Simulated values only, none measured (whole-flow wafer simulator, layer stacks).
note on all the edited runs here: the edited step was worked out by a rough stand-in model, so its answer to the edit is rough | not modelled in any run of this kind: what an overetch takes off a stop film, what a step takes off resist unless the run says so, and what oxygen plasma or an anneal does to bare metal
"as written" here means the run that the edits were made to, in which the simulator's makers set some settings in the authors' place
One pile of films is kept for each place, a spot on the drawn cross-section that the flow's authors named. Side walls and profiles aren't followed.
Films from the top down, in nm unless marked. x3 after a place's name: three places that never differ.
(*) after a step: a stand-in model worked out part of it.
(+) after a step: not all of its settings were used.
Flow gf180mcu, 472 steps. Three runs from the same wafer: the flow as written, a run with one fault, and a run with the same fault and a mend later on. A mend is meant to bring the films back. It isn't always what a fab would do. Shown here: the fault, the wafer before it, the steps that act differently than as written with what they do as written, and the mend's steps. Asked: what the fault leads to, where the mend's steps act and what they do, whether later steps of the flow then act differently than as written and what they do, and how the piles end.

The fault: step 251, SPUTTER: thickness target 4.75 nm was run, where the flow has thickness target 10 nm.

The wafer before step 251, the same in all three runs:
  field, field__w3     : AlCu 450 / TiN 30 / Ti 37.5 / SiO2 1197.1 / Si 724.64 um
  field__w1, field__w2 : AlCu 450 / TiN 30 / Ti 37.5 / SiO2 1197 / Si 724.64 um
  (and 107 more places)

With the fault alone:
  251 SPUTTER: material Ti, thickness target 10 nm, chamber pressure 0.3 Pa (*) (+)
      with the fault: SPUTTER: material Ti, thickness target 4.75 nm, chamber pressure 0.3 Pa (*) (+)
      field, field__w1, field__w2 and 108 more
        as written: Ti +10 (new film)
        with the fault: Ti +4.75 (new film)
  Later steps of the flow that act differently than as written (5 more steps differ only slightly, by at most 2% or 0.5 nm, whichever is larger, and aren't shown):
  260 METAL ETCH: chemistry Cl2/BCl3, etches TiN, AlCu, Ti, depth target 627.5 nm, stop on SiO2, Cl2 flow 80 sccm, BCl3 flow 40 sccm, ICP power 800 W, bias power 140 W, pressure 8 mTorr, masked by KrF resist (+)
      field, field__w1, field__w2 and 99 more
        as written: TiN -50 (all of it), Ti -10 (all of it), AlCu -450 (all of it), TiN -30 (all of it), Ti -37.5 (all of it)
        with the fault: TiN -50 (all of it), Ti -4.75 (all of it), AlCu -450 (all of it), TiN -30 (all of it), Ti -37.5 (all of it)
  At the end the piles differ from the flow's by more than 2% or 0.5 nm, whichever is larger, at field__w8, contact, m1 and 6 more.
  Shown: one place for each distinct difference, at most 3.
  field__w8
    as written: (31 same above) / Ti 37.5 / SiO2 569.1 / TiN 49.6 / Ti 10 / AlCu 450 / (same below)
    with the fault: (31 same above) / Ti 37.5 / SiO2 574.4 / TiN 49.6 / Ti 4.75 / AlCu 450 / (same below)
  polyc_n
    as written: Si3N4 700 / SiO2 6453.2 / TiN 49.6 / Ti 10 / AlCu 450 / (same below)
    with the fault: Si3N4 700 / SiO2 6458.4 / TiN 49.6 / Ti 4.75 / AlCu 450 / (same below)
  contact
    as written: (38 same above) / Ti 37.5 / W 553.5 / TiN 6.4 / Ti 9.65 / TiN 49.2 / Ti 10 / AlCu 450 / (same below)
    with the fault: (38 same above) / Ti 37.5 / W 558.8 / TiN 6.38 / Ti 9.62 / TiN 49.2 / Ti 4.75 / AlCu 450 / (same below)

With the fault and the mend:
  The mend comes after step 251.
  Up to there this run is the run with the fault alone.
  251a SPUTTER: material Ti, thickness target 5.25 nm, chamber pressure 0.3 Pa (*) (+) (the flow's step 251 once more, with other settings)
      field, field__w1, field__w2 and 108 more
        Ti +5.25
  No later step of the flow acts differently than as written at any place that is followed.
  At the end the piles are the same as the flow's at every place that both follow.
